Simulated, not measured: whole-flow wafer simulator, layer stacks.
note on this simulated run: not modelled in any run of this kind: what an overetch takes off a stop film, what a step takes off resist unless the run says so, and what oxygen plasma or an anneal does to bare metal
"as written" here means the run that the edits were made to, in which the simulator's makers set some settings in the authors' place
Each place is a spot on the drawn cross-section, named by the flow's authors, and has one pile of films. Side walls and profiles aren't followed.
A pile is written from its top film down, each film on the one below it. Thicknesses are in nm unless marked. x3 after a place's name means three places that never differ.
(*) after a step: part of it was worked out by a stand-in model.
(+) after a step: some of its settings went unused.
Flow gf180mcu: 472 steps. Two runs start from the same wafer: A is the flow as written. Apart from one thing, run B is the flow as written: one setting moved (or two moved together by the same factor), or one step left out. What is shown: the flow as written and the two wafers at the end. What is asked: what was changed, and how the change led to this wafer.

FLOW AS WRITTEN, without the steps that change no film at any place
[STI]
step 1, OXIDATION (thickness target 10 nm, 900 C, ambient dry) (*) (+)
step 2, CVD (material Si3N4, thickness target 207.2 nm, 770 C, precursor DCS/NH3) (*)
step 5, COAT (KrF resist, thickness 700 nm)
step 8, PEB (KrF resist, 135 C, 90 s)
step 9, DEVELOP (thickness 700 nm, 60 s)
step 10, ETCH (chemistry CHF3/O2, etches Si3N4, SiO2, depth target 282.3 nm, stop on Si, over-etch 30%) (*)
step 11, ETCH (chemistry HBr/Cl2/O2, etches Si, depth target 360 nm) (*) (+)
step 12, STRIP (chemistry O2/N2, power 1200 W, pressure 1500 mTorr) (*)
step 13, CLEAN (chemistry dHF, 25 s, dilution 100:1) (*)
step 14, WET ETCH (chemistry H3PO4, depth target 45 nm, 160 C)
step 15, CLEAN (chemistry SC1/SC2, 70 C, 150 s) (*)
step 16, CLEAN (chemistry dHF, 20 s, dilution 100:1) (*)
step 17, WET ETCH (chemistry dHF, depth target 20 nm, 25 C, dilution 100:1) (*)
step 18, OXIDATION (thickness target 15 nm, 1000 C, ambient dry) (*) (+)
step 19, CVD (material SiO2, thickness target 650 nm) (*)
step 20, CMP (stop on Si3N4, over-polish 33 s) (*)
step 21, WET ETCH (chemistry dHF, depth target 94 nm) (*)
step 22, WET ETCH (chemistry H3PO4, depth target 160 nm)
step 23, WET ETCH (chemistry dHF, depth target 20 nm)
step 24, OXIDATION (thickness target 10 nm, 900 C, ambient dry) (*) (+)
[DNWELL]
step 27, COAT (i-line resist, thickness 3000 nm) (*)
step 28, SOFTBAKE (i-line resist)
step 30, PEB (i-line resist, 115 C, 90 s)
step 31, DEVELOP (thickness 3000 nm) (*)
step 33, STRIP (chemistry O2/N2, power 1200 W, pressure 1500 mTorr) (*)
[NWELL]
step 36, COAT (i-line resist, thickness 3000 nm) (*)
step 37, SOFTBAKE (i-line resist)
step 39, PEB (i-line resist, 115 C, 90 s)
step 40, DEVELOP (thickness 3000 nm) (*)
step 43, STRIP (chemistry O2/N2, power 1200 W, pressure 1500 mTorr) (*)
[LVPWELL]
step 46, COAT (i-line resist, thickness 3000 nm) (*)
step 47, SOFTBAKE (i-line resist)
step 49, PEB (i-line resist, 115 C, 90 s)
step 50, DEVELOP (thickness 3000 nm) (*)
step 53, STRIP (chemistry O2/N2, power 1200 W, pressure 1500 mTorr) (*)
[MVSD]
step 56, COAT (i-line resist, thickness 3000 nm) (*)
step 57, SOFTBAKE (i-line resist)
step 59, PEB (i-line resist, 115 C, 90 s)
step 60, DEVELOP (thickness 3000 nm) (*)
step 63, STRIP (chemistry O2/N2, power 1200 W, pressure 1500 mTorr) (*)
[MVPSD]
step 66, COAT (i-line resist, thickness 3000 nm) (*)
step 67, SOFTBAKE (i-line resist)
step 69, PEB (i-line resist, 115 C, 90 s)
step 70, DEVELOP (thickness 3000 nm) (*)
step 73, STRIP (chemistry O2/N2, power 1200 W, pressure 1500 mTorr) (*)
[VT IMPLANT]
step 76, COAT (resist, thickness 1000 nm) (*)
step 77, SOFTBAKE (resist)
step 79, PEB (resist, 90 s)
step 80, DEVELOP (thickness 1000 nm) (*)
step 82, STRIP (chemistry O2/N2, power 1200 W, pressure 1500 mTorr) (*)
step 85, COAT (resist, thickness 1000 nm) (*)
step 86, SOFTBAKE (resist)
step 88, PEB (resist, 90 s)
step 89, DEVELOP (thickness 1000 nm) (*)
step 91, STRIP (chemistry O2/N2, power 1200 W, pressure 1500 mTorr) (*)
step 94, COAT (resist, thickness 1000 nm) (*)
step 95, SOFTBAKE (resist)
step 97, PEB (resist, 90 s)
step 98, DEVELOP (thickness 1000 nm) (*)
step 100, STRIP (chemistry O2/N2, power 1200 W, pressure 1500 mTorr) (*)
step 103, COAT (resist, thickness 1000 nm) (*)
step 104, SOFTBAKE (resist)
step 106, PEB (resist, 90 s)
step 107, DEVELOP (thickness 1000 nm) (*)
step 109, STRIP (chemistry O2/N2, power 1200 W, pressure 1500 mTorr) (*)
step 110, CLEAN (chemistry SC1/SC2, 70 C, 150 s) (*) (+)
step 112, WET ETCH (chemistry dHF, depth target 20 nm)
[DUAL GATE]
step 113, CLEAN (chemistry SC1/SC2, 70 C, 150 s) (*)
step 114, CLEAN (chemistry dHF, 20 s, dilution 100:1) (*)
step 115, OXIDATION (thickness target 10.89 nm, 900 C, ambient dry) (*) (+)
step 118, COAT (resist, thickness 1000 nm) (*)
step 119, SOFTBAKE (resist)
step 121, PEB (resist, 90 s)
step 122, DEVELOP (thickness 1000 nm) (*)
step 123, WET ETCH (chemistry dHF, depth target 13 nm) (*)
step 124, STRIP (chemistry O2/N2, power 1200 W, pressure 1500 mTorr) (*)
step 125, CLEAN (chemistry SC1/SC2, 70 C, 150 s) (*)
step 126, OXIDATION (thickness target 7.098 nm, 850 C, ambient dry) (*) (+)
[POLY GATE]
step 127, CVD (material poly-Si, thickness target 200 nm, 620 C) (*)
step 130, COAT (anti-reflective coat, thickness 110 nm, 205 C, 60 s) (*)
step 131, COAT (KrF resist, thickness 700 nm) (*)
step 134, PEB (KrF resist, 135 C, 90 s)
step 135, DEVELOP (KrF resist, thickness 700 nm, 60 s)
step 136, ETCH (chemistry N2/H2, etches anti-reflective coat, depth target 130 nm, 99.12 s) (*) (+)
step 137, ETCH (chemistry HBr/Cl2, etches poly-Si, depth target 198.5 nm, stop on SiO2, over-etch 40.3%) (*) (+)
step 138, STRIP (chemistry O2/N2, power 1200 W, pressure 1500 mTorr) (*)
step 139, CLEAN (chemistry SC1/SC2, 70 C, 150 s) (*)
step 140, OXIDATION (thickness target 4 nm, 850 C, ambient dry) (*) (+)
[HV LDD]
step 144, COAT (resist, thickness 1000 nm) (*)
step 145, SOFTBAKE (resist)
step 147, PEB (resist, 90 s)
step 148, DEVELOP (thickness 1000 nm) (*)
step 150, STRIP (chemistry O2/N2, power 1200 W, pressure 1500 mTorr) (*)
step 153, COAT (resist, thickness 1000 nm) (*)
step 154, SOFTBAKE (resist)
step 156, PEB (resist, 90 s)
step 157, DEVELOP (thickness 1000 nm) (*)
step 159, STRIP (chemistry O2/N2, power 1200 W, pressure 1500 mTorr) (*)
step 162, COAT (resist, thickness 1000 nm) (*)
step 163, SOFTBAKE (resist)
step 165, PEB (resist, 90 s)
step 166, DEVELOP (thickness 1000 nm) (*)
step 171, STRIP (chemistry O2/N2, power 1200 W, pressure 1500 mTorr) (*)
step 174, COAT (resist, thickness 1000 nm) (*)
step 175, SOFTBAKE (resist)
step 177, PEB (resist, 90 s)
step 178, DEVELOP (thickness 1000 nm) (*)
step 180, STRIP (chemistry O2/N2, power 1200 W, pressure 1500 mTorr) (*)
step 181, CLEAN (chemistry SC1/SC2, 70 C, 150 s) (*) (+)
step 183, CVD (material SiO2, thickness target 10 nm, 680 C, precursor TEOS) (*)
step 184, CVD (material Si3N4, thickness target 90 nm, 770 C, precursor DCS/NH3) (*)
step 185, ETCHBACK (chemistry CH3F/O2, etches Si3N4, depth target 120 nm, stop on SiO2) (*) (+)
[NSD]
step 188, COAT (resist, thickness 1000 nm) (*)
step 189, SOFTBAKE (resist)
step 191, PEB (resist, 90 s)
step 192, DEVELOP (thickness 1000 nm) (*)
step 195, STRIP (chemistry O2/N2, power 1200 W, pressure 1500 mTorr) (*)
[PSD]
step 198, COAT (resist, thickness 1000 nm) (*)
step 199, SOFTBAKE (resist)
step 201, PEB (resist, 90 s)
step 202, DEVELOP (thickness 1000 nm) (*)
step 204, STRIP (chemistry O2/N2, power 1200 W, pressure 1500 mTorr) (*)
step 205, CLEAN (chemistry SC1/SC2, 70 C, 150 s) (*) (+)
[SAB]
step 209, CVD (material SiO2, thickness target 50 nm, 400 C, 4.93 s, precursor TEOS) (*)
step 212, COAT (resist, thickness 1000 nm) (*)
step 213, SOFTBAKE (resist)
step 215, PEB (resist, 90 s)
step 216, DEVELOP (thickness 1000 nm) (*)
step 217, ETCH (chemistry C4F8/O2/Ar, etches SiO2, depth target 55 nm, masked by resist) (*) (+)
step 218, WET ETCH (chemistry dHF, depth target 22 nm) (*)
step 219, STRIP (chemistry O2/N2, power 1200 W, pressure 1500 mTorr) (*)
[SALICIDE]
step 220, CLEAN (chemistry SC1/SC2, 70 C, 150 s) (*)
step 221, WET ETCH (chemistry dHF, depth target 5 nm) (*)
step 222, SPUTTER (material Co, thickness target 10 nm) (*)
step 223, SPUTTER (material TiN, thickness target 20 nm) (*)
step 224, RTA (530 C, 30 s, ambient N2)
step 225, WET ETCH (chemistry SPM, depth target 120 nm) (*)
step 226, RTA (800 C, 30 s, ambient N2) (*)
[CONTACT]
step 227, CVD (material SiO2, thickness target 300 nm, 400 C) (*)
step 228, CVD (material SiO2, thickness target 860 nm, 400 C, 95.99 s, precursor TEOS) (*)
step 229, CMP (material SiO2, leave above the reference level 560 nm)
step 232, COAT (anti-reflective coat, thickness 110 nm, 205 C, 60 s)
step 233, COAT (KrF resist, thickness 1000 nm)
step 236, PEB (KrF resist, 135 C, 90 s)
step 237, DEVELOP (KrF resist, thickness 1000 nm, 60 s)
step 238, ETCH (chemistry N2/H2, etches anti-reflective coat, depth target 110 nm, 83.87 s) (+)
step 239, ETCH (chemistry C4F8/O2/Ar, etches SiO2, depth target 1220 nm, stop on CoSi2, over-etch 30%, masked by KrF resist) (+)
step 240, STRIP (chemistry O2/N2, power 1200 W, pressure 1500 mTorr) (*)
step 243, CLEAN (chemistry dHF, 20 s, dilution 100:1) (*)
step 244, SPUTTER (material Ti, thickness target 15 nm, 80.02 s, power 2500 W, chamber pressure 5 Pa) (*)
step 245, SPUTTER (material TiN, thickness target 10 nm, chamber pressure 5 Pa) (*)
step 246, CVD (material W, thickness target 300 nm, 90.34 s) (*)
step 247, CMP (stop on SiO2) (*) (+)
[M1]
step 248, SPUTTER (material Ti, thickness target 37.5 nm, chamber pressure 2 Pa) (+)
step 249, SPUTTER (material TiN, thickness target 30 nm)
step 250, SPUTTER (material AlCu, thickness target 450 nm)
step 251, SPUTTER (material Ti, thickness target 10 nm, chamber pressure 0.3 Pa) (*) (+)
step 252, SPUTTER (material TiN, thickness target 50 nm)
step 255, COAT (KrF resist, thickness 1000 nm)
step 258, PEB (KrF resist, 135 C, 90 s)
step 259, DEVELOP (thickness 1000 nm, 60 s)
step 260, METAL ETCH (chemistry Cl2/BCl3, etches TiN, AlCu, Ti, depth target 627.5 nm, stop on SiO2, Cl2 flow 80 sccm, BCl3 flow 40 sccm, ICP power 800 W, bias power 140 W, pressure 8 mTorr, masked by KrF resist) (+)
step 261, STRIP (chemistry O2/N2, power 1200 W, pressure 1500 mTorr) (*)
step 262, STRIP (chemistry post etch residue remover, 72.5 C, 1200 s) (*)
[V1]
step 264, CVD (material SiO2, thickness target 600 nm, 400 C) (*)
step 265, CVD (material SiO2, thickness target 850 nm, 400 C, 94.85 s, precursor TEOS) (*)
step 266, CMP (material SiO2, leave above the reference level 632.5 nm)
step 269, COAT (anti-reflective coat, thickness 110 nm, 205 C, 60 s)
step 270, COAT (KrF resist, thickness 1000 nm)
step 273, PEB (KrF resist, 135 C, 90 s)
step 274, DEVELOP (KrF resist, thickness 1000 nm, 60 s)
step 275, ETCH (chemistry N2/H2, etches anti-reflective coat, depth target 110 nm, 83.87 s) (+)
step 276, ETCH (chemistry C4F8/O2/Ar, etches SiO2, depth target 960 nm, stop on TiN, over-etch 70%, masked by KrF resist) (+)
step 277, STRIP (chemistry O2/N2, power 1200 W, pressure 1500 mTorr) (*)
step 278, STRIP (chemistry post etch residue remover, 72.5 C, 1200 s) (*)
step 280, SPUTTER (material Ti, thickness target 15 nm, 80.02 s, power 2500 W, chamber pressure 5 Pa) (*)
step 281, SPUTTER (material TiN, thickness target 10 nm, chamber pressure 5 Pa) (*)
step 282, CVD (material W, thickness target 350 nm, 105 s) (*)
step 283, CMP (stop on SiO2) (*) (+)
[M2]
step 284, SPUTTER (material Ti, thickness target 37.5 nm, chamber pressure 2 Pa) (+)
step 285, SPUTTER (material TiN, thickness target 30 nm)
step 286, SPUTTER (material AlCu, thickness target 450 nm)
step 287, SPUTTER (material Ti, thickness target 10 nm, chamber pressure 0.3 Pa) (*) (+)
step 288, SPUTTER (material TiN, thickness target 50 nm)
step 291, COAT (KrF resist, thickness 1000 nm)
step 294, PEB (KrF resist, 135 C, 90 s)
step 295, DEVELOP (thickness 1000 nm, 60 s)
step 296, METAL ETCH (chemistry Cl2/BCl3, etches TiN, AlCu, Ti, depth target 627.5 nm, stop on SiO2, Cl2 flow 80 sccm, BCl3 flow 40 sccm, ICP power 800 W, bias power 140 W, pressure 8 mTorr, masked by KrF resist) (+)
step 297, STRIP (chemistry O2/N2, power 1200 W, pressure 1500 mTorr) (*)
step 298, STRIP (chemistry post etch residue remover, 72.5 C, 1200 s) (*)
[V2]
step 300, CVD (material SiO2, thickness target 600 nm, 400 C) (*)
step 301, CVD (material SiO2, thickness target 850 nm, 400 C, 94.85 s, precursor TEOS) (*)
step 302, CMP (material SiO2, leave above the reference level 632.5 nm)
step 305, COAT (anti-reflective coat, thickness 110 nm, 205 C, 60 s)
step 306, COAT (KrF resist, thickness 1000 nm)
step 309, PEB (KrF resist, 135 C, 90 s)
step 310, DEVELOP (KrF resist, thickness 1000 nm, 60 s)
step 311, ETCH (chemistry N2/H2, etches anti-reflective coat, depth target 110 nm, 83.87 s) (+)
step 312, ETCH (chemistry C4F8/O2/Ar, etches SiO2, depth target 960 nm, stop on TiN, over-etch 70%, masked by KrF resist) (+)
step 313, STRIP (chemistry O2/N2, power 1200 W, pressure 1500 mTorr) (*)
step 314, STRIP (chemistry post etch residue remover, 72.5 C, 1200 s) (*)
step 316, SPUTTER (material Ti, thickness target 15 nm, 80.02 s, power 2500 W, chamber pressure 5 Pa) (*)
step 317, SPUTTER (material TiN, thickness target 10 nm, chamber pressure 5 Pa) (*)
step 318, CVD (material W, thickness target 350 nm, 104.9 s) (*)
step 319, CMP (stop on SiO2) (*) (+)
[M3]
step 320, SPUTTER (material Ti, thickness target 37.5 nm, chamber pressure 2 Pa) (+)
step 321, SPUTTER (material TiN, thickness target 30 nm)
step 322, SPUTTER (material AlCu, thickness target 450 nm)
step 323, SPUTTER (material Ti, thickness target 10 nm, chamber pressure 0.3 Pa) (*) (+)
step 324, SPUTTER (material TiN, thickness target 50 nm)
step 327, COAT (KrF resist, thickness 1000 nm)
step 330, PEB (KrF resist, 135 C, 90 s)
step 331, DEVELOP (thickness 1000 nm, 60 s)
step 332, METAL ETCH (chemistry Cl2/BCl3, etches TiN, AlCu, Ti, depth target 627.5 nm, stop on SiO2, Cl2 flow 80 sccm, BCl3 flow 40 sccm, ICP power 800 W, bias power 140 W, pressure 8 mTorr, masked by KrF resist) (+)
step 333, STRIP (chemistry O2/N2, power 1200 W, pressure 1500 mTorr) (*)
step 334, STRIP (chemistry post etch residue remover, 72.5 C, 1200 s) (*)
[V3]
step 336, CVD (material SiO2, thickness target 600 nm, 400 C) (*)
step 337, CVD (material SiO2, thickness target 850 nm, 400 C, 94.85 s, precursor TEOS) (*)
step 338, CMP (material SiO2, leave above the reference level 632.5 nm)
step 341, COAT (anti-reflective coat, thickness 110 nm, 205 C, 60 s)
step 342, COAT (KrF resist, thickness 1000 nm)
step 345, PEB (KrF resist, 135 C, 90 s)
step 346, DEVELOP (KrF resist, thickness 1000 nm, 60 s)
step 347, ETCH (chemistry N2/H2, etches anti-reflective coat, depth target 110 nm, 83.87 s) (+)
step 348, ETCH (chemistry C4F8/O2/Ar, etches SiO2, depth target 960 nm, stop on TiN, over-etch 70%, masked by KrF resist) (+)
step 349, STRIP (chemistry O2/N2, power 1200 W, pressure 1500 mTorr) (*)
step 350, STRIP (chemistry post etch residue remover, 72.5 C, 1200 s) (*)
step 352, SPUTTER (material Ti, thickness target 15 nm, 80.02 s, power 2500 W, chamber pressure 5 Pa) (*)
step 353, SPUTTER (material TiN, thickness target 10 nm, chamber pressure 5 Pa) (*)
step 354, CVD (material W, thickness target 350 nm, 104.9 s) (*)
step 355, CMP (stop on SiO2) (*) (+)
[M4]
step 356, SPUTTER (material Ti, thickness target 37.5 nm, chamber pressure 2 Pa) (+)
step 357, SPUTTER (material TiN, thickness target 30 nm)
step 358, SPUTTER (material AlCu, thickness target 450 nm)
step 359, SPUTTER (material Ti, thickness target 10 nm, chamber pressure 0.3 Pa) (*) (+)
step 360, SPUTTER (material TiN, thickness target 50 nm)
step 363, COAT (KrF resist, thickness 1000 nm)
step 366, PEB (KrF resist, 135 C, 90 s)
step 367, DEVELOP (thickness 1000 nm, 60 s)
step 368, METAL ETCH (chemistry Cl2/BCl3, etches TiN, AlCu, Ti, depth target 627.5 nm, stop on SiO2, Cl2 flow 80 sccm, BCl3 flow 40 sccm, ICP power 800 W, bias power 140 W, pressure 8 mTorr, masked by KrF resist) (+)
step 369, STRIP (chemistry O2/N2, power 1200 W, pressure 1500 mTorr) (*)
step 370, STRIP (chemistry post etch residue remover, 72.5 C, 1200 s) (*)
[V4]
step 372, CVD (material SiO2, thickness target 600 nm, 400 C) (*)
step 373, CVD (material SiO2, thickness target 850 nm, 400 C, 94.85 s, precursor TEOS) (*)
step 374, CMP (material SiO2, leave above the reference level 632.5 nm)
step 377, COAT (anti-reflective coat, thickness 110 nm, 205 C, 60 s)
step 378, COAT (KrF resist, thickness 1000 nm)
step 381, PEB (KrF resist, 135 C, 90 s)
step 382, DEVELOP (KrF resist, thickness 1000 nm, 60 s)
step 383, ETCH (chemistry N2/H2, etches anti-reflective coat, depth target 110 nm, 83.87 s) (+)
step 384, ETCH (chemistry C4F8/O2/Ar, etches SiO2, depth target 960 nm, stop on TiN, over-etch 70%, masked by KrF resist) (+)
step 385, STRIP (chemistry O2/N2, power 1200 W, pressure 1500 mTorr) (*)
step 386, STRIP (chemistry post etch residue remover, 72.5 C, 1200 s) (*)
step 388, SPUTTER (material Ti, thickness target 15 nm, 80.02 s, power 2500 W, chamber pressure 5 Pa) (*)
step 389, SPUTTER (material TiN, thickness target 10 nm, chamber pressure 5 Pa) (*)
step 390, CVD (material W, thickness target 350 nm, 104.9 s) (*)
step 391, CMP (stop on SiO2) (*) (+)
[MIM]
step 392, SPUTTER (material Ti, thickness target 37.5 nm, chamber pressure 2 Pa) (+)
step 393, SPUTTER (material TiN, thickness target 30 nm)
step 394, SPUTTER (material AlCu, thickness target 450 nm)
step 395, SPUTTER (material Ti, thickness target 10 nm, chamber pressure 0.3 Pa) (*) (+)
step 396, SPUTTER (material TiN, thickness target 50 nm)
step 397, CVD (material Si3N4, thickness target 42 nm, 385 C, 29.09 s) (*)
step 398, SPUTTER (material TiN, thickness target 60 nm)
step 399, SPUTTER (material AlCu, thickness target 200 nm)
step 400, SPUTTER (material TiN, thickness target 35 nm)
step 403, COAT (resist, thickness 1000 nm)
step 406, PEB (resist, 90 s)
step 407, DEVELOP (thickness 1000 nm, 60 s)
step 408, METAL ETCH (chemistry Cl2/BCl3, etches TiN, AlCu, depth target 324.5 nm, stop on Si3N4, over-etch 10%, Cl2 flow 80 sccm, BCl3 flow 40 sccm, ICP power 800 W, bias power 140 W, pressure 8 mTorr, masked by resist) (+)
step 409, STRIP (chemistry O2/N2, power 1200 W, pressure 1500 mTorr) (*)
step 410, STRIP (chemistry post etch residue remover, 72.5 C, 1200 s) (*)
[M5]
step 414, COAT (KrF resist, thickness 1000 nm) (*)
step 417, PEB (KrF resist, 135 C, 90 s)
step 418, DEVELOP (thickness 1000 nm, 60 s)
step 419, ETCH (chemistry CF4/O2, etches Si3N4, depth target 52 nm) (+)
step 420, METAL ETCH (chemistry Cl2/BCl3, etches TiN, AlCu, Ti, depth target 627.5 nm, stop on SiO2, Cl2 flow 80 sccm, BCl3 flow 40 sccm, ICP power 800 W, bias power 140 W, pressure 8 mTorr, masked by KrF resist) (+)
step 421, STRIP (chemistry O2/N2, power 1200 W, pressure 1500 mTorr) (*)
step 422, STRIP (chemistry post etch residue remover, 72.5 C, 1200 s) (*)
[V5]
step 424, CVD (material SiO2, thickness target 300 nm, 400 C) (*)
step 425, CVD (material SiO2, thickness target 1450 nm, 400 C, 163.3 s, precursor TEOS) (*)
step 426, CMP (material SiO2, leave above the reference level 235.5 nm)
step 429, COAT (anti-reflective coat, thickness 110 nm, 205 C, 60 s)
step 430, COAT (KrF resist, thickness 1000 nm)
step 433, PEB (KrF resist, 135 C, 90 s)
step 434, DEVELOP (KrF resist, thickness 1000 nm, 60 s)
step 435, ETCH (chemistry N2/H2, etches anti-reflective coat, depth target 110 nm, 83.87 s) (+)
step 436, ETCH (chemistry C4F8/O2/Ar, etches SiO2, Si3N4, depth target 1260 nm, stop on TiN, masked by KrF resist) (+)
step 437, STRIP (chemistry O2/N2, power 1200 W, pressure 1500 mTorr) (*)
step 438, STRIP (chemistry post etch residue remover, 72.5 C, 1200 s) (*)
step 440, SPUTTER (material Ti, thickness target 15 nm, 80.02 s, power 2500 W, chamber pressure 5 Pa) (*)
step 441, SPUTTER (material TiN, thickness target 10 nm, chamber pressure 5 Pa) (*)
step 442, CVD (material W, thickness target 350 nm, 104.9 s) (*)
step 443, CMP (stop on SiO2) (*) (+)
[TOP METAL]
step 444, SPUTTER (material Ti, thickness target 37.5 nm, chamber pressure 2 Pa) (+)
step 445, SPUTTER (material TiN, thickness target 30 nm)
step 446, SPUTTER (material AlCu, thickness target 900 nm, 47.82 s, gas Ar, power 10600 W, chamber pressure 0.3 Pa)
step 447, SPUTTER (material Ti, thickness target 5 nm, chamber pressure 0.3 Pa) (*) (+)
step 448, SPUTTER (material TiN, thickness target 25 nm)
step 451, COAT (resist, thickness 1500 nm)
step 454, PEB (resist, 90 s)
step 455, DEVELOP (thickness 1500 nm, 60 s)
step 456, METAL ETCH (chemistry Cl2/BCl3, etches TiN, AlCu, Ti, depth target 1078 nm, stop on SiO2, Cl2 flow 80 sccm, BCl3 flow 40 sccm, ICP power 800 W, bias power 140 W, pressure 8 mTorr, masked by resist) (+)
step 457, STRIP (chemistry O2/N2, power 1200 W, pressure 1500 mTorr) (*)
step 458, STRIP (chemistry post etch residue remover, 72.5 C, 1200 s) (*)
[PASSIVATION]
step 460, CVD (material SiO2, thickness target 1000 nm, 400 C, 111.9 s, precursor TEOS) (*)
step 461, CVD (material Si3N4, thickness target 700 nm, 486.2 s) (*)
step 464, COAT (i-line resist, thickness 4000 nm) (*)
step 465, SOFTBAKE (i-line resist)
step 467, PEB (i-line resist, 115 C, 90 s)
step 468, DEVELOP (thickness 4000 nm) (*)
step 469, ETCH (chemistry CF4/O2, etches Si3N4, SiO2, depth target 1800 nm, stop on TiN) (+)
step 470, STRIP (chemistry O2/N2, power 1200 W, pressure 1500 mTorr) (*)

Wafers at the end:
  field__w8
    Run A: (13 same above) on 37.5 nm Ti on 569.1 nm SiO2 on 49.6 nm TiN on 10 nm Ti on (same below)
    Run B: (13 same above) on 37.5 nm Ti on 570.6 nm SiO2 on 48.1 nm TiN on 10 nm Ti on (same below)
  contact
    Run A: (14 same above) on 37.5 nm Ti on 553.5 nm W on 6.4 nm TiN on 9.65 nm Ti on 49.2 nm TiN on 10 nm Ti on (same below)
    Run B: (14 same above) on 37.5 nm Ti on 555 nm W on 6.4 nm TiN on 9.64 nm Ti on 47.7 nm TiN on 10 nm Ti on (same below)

Cause: step 360, SPUTTER: thickness target 48.5 nm was run, whereas the flow has thickness target 50 nm.

How this came from the change, step by step:
  step 360, SPUTTER (material TiN, thickness target 50 nm)
      field, field__w1, field__w2 and 108 more: A +50 TiN (new film) | B +48.5 TiN (new film)
  step 368, METAL ETCH (chemistry Cl2/BCl3, etches TiN, AlCu, Ti, depth target 627.5 nm, stop on SiO2, Cl2 flow 80 sccm, BCl3 flow 40 sccm, ICP power 800 W, bias power 140 W, pressure 8 mTorr, masked by KrF resist) (+)
      field, field__w1, field__w2 and 103 more: A -50 TiN (all of it), -10 Ti (all of it), -450 AlCu (all of it), -30 TiN (all of it), -37.5 Ti (all of it) | B -48.5 TiN (all of it), -10 Ti (all of it), -450 AlCu (all of it), -30 TiN (all of it), -37.5 Ti (all of it)
